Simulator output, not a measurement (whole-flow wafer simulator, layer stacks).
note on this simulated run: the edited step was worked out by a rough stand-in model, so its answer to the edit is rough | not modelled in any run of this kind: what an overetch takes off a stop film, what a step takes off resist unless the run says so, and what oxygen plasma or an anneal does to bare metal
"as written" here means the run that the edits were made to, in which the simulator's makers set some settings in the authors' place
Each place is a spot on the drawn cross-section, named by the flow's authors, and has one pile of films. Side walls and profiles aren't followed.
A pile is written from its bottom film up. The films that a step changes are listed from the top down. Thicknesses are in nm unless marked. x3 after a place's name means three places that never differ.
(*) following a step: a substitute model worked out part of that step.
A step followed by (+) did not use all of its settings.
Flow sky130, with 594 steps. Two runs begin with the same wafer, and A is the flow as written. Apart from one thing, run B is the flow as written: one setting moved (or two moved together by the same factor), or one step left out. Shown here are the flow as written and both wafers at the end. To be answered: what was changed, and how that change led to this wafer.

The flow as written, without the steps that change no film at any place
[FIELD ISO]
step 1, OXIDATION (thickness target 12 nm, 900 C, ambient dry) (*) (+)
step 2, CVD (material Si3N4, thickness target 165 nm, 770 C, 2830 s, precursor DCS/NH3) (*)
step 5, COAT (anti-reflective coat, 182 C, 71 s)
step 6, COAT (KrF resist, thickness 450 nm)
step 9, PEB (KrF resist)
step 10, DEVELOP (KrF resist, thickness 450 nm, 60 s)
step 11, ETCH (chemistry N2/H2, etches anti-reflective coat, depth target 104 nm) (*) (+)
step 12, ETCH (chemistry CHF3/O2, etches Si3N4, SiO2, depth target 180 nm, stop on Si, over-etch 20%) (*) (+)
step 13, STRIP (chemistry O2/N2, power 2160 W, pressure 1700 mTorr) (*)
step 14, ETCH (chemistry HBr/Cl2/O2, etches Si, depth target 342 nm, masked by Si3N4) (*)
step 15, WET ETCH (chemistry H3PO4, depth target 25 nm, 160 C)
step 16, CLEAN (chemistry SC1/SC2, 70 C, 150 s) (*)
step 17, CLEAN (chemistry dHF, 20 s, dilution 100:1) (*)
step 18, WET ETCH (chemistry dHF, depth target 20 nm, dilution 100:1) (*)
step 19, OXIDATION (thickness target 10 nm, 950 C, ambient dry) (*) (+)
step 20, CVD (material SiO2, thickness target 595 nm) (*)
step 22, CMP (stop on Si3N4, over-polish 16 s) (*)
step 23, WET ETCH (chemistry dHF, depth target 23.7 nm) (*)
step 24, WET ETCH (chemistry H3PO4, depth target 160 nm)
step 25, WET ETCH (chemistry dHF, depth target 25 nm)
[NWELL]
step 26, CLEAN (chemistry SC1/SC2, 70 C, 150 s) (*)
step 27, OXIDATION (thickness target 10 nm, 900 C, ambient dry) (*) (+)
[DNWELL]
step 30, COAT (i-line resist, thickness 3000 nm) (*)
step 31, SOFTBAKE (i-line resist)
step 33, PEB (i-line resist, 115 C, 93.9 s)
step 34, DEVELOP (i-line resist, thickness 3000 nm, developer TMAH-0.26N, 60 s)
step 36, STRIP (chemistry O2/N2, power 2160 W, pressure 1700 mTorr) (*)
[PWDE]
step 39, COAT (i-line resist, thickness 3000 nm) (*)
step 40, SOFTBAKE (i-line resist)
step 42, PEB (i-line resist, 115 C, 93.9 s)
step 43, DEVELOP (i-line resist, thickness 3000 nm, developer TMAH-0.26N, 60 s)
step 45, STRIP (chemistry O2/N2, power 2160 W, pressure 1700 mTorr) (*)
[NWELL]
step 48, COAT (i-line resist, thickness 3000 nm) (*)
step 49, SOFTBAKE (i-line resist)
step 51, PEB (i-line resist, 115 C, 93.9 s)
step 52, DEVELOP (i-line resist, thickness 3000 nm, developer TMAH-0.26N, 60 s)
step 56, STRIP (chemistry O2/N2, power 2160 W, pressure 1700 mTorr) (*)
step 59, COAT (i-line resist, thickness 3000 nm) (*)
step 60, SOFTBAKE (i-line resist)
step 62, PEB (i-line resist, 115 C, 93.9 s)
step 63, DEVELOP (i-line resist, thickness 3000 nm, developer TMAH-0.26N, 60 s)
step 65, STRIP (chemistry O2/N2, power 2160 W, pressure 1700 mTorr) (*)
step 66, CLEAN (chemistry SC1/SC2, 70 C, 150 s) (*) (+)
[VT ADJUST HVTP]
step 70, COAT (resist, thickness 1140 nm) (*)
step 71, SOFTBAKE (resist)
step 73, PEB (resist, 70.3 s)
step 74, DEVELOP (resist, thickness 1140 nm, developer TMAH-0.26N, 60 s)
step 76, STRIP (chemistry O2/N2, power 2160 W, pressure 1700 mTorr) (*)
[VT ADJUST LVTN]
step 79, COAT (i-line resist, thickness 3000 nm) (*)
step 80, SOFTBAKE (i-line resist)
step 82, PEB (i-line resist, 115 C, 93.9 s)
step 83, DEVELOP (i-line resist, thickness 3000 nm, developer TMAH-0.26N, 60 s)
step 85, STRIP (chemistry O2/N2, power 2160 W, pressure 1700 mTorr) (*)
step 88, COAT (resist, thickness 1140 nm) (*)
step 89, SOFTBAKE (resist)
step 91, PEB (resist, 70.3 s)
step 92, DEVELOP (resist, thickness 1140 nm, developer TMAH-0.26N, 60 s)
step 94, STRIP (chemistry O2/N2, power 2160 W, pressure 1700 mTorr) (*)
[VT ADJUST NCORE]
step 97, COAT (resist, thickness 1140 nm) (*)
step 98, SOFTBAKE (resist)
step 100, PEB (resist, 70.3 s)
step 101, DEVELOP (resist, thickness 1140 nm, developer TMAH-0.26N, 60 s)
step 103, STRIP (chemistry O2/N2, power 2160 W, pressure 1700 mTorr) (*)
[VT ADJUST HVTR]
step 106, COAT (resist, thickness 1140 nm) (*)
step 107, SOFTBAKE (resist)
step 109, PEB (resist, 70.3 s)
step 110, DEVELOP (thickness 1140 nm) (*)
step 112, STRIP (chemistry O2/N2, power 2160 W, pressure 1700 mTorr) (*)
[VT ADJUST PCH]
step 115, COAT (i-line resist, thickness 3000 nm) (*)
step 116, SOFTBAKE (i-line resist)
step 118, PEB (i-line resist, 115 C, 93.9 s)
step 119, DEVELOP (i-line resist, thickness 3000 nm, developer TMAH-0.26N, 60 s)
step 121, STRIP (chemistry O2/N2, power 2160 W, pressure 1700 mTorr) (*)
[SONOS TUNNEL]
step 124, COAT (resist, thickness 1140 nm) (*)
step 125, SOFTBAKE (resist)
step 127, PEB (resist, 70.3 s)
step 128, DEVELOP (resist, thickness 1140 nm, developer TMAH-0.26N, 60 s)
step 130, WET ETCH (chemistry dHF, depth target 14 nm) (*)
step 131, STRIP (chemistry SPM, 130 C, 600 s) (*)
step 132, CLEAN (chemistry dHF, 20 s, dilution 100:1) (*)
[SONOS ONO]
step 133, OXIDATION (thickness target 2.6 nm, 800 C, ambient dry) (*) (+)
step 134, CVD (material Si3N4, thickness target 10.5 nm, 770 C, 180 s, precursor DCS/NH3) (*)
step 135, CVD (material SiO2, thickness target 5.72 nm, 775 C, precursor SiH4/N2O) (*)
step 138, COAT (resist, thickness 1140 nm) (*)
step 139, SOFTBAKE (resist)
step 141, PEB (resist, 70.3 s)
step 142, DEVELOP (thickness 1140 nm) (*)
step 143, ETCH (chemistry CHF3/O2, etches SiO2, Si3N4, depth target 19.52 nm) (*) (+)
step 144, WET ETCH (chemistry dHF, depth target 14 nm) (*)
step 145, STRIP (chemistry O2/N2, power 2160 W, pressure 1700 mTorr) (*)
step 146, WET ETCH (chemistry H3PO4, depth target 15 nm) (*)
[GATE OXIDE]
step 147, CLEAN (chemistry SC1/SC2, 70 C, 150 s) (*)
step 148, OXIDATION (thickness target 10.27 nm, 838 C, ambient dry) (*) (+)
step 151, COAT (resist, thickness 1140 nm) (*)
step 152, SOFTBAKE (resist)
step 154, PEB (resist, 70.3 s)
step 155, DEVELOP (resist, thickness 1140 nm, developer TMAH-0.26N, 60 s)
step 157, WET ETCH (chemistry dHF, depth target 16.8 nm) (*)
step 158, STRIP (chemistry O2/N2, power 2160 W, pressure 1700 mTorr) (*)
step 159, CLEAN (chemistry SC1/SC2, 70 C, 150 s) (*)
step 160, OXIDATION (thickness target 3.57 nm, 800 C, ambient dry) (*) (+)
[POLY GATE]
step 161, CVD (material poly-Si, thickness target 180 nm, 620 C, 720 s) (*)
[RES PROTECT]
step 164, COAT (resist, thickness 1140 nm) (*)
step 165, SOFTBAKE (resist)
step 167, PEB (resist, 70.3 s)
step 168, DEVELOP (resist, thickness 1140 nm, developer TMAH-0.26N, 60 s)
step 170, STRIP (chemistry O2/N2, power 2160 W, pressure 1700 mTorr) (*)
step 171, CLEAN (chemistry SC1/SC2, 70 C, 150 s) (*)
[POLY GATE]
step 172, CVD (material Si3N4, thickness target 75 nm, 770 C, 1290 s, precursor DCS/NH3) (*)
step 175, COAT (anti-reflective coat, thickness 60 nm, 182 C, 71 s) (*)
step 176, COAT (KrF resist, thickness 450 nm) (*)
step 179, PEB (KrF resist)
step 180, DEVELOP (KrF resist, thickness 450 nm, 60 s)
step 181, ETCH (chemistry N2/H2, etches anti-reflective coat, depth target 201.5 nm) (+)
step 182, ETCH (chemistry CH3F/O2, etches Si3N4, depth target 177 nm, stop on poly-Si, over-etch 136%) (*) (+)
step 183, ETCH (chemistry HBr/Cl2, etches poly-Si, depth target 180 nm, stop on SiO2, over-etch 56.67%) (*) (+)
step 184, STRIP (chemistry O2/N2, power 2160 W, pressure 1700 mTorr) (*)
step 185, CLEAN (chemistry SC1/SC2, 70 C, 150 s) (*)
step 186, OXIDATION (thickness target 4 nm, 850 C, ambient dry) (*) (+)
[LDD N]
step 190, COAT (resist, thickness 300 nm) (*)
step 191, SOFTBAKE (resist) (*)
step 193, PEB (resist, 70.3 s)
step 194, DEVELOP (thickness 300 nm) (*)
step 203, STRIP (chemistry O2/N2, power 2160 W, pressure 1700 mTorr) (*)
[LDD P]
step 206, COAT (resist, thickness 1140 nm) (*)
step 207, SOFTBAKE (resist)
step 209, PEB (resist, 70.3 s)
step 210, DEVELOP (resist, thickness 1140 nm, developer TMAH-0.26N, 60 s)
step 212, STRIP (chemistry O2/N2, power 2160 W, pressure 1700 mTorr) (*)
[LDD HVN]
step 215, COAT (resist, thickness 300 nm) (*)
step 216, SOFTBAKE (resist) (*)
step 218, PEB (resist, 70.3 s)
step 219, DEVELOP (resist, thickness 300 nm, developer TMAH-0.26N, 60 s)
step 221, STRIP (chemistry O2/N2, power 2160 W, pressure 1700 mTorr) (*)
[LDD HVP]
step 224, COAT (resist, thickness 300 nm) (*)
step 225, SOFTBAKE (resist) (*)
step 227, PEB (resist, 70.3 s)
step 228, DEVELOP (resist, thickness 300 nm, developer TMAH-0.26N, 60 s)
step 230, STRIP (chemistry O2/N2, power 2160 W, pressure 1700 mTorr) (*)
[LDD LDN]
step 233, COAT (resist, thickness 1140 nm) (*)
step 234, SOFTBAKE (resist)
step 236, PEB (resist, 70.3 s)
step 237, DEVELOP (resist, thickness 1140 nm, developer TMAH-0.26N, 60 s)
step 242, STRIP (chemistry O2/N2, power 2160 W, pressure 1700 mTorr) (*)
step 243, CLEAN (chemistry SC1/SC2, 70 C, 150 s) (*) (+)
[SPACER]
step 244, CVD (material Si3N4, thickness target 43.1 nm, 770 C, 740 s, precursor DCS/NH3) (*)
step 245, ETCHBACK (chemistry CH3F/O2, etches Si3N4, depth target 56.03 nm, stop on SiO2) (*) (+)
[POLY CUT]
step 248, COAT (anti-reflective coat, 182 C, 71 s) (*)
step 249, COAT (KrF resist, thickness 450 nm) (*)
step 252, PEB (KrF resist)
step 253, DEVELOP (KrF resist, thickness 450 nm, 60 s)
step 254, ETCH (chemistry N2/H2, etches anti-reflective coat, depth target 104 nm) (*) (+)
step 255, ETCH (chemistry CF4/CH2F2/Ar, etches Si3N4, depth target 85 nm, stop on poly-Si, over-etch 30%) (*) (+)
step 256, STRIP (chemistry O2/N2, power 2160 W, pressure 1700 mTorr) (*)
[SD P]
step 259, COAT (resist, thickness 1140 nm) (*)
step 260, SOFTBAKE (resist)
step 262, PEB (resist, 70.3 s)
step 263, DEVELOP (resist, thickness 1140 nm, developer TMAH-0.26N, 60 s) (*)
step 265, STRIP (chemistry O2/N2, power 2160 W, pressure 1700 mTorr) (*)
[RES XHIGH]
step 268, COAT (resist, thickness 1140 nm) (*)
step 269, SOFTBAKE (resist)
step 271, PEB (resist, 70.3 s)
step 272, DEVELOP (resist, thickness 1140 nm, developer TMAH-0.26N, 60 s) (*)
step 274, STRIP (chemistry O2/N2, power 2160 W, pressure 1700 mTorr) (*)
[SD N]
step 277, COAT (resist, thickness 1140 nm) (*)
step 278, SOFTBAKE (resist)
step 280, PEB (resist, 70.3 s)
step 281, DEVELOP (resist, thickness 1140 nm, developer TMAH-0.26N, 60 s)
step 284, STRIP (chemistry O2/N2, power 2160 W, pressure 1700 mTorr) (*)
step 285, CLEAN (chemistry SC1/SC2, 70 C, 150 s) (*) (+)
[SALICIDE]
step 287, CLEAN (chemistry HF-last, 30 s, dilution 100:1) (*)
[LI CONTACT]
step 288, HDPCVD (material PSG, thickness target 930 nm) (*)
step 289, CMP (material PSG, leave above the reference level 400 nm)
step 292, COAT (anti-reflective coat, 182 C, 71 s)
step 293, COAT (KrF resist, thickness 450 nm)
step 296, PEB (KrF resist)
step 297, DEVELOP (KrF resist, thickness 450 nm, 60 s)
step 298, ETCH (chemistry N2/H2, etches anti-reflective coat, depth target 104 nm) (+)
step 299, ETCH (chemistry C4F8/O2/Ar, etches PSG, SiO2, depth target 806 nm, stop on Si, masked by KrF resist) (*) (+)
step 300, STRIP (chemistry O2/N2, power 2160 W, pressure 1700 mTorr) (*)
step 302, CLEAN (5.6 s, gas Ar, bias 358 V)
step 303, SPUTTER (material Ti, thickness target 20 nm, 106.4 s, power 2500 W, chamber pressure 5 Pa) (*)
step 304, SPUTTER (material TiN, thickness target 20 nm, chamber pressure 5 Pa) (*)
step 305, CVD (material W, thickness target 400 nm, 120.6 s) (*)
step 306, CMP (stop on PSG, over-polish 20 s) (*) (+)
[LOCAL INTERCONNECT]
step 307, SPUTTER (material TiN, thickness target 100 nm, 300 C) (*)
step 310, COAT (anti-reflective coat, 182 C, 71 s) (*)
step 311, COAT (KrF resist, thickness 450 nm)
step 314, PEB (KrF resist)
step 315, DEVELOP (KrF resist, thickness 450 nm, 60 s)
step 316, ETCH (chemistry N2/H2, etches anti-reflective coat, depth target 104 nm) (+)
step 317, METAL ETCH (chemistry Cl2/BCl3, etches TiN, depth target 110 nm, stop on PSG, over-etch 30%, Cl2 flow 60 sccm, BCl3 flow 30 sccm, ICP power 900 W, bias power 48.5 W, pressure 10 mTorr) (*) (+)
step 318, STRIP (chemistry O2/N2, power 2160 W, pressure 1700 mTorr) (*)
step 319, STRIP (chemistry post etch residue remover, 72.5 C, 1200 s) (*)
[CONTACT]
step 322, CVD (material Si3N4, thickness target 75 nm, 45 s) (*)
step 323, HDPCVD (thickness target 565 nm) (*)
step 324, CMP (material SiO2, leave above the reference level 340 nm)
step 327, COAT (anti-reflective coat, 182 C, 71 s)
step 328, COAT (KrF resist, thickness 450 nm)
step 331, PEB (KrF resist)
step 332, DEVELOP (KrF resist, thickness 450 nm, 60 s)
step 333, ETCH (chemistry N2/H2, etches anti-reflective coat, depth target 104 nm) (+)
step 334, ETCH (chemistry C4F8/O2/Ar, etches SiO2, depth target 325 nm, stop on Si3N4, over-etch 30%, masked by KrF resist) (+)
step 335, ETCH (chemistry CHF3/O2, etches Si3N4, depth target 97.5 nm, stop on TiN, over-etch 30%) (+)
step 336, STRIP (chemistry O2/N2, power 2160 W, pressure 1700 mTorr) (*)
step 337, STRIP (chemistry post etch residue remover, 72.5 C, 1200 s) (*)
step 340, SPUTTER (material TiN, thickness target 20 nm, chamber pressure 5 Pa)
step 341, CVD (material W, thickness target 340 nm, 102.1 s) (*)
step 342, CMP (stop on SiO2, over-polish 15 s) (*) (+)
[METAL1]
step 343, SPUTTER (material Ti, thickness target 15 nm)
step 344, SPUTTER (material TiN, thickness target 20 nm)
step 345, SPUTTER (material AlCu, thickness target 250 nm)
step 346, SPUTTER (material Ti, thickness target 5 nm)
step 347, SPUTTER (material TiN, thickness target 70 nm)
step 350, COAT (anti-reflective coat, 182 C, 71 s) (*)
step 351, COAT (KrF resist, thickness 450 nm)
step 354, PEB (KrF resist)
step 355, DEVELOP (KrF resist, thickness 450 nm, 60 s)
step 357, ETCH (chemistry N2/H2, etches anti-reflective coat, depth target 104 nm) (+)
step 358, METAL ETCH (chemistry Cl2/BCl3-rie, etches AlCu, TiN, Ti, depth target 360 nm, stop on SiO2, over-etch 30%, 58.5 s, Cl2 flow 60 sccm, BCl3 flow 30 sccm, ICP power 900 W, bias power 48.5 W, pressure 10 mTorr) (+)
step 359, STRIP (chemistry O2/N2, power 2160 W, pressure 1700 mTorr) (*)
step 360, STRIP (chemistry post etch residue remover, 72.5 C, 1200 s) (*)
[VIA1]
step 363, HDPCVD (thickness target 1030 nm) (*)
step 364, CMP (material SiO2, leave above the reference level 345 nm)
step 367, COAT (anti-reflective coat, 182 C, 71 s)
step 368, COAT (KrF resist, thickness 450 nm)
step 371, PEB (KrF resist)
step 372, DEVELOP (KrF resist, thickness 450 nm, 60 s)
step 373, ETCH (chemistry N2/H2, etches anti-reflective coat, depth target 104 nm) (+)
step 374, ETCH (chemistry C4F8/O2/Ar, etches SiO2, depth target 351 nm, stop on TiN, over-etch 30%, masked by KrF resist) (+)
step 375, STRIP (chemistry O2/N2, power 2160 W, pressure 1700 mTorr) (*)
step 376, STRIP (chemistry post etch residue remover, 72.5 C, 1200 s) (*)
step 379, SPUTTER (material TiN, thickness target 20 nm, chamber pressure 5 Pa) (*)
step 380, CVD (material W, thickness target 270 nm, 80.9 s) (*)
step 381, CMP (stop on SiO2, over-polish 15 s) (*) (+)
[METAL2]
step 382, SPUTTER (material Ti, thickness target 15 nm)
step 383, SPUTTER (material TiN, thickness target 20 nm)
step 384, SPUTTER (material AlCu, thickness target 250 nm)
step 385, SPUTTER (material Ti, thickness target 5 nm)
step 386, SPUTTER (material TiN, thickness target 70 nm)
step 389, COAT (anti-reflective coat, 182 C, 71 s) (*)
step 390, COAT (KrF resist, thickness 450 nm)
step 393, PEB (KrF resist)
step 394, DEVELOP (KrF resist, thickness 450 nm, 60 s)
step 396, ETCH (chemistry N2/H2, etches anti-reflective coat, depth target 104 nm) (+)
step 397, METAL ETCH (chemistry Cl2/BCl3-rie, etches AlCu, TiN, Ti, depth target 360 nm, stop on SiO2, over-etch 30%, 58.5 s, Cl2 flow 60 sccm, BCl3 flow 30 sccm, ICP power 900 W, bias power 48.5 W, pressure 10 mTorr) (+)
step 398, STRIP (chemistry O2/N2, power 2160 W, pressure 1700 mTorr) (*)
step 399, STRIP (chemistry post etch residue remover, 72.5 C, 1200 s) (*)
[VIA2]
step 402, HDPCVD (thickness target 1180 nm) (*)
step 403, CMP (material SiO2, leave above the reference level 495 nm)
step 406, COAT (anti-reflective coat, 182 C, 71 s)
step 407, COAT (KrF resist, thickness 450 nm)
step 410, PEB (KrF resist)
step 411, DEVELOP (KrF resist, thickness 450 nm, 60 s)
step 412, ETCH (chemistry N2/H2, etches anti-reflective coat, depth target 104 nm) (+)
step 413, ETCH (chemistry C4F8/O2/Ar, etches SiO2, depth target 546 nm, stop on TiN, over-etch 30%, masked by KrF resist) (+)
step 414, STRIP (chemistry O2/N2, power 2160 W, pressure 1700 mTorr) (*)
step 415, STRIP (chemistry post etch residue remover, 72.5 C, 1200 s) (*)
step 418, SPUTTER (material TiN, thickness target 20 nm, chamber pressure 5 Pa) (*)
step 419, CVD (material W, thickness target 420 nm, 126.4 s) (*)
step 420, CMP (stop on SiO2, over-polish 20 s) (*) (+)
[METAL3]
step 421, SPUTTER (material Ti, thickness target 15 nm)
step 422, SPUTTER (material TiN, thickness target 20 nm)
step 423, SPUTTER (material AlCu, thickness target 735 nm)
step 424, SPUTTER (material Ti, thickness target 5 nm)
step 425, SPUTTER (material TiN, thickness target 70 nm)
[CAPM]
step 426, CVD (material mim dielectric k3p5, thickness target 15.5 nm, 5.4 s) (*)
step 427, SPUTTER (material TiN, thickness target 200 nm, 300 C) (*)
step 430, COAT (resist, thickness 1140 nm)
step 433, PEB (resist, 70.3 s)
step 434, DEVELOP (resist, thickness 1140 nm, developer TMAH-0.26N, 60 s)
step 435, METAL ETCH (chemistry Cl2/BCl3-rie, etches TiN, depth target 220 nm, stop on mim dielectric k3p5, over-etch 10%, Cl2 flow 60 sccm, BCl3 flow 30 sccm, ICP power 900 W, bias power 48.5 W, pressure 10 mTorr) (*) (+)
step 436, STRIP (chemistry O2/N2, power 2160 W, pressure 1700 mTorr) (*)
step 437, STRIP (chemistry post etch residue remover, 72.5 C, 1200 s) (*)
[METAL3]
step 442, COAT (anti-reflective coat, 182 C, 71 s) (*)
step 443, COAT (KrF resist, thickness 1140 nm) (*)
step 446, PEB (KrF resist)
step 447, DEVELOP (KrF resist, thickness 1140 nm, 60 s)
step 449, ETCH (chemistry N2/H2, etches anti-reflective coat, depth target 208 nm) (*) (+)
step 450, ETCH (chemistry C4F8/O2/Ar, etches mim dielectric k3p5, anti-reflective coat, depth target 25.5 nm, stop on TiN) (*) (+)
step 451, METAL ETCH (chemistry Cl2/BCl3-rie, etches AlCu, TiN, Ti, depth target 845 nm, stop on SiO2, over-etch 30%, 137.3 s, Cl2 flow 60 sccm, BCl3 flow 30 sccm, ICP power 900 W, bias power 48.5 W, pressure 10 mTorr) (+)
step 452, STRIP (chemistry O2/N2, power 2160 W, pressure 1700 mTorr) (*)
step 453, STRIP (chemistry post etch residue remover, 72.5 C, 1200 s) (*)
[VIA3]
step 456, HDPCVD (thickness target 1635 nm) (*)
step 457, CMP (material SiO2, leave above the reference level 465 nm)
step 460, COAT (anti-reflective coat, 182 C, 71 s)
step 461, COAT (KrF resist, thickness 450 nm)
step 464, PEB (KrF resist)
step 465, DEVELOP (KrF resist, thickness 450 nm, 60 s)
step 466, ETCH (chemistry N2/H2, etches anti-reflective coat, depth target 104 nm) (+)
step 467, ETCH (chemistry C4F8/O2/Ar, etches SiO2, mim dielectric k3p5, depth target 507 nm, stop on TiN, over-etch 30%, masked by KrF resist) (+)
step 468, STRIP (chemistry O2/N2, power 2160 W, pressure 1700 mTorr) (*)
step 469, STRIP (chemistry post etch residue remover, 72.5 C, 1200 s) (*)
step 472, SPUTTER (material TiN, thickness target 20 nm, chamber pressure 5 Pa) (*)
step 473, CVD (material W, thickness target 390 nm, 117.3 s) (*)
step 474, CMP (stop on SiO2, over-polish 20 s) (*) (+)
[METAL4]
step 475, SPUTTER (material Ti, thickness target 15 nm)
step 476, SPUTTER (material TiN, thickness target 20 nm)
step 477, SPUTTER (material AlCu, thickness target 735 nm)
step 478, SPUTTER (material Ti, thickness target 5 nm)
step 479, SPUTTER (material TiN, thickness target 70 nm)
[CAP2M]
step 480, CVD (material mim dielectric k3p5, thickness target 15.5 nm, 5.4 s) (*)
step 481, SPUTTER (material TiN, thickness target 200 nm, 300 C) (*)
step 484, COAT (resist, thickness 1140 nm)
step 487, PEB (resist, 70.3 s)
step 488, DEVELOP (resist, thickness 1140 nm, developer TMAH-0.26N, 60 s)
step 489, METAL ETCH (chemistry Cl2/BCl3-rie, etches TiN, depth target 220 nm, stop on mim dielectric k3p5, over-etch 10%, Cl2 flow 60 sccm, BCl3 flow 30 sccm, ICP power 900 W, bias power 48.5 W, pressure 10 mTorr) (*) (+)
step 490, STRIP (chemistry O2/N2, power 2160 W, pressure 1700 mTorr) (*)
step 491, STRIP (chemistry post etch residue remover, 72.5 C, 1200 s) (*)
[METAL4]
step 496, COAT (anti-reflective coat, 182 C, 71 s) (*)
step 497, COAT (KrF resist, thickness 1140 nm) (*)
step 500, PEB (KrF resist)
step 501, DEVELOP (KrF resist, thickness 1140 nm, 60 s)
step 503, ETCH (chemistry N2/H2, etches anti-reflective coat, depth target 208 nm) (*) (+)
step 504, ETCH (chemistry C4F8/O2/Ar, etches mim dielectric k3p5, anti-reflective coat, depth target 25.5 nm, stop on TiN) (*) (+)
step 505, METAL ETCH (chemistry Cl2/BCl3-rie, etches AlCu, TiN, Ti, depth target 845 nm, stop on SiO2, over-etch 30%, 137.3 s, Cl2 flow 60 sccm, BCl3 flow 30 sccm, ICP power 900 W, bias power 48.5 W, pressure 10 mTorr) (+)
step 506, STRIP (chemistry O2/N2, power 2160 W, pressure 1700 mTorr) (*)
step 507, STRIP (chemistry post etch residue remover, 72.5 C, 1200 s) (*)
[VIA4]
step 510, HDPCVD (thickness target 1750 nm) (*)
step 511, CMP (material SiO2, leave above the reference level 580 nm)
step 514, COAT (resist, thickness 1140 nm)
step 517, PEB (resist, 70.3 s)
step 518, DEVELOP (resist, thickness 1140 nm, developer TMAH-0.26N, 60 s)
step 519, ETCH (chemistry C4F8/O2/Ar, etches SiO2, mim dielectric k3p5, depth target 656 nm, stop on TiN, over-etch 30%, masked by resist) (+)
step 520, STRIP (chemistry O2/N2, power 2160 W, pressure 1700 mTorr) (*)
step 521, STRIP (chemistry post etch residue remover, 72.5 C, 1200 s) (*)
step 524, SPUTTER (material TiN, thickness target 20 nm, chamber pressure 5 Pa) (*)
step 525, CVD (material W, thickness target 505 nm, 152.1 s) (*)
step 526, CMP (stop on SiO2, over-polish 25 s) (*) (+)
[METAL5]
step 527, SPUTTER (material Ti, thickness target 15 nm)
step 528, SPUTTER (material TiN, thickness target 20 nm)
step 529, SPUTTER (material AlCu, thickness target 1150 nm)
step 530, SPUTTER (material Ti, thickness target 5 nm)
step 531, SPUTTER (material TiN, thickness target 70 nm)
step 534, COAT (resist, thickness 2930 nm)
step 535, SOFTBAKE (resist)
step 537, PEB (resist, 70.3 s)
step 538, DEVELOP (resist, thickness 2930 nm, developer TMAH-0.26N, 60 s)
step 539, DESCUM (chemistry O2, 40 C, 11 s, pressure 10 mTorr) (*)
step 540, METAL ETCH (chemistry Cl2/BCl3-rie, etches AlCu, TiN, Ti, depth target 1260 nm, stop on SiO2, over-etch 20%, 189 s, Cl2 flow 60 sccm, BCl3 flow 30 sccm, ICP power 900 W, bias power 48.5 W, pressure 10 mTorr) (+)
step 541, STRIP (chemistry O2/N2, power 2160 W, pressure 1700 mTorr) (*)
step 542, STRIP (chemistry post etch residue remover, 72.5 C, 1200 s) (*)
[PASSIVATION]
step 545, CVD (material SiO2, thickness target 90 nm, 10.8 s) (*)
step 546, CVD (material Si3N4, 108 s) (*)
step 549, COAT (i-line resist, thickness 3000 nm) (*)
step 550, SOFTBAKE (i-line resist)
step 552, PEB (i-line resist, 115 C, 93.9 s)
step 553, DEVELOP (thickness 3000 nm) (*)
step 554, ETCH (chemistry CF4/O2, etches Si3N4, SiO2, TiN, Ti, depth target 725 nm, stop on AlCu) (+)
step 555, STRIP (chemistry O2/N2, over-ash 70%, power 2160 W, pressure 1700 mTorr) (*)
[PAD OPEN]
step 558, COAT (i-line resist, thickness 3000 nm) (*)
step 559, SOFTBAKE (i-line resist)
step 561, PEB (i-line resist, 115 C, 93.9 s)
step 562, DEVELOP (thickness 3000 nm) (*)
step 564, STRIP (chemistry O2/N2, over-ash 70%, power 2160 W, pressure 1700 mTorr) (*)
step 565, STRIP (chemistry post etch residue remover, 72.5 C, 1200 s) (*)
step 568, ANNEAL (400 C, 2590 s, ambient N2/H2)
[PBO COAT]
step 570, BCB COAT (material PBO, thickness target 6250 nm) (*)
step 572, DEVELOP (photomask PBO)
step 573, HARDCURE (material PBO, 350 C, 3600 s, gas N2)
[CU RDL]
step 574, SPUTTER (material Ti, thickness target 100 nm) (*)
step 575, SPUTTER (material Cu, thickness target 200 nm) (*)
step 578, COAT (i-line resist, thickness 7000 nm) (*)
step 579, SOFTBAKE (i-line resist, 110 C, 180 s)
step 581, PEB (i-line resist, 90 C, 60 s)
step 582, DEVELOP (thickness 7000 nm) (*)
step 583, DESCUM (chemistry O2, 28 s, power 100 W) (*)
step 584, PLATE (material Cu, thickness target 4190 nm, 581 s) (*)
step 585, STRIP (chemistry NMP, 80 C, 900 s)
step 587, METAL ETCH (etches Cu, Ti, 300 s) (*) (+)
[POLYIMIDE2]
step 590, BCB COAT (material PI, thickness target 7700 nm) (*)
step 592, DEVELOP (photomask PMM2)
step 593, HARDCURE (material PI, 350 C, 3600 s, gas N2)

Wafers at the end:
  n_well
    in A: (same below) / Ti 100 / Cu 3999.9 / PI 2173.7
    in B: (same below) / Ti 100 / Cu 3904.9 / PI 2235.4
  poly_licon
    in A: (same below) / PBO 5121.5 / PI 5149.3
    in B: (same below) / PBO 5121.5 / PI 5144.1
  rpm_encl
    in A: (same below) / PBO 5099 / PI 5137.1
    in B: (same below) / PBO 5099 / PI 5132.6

The reason: step 575, SPUTTER: thickness target 105 nm was run, while the flow as written has thickness target 200 nm.

Step by step, how the change led to this:
  step 575, SPUTTER (material Cu, thickness target 200 nm) (*)
      field, active, n_well and 190 more: A Cu gains 200 (new film) | B Cu gains 105 (new film)
  step 587, METAL ETCH (etches Cu, Ti, 300 s) (*) (+)
      field, active, gate and 167 more: A Cu loses 200 (all of it), Ti loses 100 (all of it) | B Cu loses 105 (all of it), Ti loses 100 (all of it)
  step 590, BCB COAT (material PI, thickness target 7700 nm) (*)
      n_well, p_well, sd_n, sd_p: A PI gains 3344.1 (new film) | B PI gains 3439.1 (new film)
      mim: A PI gains 3670.5 (new film) | B PI gains 3761.2 (new film)
      (also at 14 further places)
  step 593, HARDCURE (material PI, 350 C, 3600 s, gas N2)
      n_well, p_well, sd_n, sd_p: A PI loses 1170.4 | B PI loses 1203.7
